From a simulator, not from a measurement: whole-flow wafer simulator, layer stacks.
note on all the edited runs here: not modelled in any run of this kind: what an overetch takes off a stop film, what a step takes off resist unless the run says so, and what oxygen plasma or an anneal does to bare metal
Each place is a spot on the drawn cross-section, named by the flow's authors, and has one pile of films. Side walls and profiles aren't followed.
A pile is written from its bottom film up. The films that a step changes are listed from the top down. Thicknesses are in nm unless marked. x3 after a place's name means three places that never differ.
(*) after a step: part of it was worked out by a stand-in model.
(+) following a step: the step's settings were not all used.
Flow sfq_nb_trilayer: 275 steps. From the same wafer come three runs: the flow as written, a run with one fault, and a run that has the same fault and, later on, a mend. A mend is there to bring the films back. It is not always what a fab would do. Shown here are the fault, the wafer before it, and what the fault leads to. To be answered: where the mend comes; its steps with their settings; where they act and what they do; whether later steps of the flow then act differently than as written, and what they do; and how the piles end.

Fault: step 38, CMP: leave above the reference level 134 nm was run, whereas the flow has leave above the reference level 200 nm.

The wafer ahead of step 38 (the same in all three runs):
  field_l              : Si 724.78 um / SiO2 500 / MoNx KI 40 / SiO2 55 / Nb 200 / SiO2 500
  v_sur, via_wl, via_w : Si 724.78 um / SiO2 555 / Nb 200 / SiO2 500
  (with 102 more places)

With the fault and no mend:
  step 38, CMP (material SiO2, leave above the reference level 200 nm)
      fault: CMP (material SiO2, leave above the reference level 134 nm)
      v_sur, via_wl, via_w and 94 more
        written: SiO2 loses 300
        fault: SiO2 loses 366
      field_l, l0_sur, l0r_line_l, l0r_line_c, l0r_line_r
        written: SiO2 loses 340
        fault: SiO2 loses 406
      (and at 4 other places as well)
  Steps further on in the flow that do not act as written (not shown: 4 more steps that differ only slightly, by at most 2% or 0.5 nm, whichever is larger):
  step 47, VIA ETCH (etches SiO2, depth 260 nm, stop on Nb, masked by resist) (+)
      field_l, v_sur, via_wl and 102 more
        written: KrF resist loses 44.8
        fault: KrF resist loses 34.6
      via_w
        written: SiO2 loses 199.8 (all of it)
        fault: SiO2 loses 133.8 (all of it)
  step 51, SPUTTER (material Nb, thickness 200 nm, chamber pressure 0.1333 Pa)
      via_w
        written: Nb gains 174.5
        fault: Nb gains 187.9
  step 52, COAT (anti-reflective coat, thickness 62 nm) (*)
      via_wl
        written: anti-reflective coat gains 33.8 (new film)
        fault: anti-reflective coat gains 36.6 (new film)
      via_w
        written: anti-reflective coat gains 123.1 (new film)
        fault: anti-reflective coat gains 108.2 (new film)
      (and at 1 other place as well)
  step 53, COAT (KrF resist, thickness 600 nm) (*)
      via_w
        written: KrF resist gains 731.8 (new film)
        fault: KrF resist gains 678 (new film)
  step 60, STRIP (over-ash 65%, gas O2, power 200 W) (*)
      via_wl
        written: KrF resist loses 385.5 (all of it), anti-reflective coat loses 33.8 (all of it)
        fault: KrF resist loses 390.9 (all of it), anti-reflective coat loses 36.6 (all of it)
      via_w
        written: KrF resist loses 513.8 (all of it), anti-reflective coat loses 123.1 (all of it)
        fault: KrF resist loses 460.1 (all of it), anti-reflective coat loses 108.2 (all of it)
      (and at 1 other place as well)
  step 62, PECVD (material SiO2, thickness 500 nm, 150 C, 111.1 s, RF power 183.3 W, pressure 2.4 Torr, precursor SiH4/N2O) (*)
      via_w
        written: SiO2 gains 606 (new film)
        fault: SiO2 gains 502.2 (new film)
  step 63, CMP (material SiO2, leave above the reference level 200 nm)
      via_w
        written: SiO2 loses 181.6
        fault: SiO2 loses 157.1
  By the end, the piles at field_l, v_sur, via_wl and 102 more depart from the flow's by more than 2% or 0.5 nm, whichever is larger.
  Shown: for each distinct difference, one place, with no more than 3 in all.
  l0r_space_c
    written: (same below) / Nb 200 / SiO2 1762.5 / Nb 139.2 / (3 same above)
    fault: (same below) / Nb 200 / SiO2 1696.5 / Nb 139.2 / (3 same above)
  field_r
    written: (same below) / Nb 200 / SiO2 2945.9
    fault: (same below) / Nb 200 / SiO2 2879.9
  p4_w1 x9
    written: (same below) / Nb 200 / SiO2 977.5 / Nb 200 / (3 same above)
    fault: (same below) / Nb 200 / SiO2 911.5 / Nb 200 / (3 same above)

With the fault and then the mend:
  The mend follows step 39.
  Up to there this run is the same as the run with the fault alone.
  step 39a, PECVD (material SiO2, thickness 66 nm, 150 C, 14.67 s, RF power 183.3 W, pressure 2.4 Torr, precursor SiH4/N2O) (the flow's step 37, run once more with other settings)
      field_l, v_sur, via_wl and 103 more
        SiO2 gains 66
  Later steps of the flow that are run all act as written at every place that is followed, up to a difference of at most 2% or 0.5 nm, whichever is larger.
  At the end the piles are close to the flow's at the places that both follow, differing by at most 2% or 0.5 nm, whichever is larger.
